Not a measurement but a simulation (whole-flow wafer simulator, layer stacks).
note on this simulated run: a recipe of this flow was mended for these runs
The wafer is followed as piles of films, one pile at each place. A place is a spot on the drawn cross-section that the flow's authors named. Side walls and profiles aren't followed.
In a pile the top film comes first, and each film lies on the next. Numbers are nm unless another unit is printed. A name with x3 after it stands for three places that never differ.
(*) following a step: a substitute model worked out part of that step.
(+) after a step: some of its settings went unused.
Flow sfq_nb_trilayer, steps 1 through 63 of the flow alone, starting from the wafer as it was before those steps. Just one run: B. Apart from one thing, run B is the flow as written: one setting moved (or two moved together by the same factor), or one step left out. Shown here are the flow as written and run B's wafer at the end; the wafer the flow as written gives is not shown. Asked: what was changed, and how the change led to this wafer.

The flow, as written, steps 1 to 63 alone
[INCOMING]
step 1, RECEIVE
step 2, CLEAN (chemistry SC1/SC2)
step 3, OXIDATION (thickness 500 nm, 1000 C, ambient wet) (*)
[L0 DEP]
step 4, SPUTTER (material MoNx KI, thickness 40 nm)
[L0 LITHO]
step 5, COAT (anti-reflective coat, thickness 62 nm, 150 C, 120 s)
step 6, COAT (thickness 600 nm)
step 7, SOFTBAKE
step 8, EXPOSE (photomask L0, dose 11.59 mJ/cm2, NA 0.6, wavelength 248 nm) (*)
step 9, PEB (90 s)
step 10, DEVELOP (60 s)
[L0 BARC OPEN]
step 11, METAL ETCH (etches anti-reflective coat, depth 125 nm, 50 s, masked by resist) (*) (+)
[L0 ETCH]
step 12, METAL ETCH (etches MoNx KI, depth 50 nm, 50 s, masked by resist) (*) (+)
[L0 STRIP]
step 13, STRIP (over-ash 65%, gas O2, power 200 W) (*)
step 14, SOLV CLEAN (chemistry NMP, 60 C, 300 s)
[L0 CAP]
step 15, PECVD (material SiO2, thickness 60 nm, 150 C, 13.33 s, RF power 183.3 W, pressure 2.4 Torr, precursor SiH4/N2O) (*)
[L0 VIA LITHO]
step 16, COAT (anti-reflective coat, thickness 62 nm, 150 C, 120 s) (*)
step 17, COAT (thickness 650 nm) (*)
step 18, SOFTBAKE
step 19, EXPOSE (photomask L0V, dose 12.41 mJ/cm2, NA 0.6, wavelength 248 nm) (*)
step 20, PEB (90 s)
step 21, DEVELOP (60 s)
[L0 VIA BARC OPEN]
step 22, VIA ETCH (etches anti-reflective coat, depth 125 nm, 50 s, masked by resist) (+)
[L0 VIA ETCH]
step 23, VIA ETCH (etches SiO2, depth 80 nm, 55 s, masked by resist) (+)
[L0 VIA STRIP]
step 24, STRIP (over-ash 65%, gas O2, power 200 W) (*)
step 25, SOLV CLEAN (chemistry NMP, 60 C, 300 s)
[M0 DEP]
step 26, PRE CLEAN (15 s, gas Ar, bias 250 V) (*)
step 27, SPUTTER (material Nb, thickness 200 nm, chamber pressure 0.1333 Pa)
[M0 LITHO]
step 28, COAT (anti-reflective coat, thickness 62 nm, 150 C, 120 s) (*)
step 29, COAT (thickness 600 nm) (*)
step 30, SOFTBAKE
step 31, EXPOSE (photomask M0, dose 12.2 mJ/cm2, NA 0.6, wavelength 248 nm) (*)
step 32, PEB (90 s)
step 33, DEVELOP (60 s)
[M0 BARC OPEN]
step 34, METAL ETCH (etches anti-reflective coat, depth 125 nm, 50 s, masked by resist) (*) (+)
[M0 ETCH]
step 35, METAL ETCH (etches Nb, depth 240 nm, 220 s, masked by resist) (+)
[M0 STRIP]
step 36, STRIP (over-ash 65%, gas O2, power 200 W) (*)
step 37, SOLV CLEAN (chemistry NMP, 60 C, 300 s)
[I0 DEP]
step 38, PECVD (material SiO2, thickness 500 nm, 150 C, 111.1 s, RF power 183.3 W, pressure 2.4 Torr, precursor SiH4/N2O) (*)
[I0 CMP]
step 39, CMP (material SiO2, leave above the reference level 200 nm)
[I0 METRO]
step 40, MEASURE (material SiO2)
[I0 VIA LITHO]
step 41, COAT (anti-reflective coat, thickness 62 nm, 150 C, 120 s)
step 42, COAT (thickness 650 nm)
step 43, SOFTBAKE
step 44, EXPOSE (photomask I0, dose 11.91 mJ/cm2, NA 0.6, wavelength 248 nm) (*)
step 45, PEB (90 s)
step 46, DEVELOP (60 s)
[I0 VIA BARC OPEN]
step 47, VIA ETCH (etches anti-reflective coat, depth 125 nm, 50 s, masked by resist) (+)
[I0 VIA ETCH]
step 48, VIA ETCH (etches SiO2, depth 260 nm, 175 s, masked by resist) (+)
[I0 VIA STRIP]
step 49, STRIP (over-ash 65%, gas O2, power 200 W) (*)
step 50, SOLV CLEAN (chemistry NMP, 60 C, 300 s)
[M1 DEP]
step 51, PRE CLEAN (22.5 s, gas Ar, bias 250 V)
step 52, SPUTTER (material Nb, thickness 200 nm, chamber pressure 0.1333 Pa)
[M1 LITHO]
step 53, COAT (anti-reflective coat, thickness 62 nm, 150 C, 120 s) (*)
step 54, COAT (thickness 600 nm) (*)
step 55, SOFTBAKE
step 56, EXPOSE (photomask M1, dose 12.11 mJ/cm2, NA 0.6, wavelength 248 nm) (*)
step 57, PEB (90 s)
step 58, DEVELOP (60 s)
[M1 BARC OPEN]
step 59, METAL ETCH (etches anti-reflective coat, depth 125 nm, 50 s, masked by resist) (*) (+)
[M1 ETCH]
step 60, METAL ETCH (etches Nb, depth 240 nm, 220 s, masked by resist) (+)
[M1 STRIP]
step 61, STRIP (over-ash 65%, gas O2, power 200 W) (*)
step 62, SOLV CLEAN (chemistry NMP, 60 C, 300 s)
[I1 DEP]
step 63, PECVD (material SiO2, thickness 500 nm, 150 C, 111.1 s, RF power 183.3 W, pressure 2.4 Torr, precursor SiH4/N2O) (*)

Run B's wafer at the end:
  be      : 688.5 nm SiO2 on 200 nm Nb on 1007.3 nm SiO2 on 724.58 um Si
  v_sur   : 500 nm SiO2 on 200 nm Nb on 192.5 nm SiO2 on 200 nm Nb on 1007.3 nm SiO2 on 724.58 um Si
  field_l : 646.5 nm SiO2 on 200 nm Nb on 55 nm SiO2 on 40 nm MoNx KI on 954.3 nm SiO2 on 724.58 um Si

Cause: step 3, OXIDATION: 1150 C was run, while the flow as written has 1000 C.

How this came from the change, step by step:
  step 3, OXIDATION (thickness 500 nm, 1000 C, ambient wet) (*)
      field_l, v_sur, via_wl and 103 more: +954.3 SiO2 (new film), -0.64 chemical SiO2 (all of it), -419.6 Si (in the flow as written it would be: +500 SiO2 (new film), -0.64 chemical SiO2 (all of it), -219.7 Si)
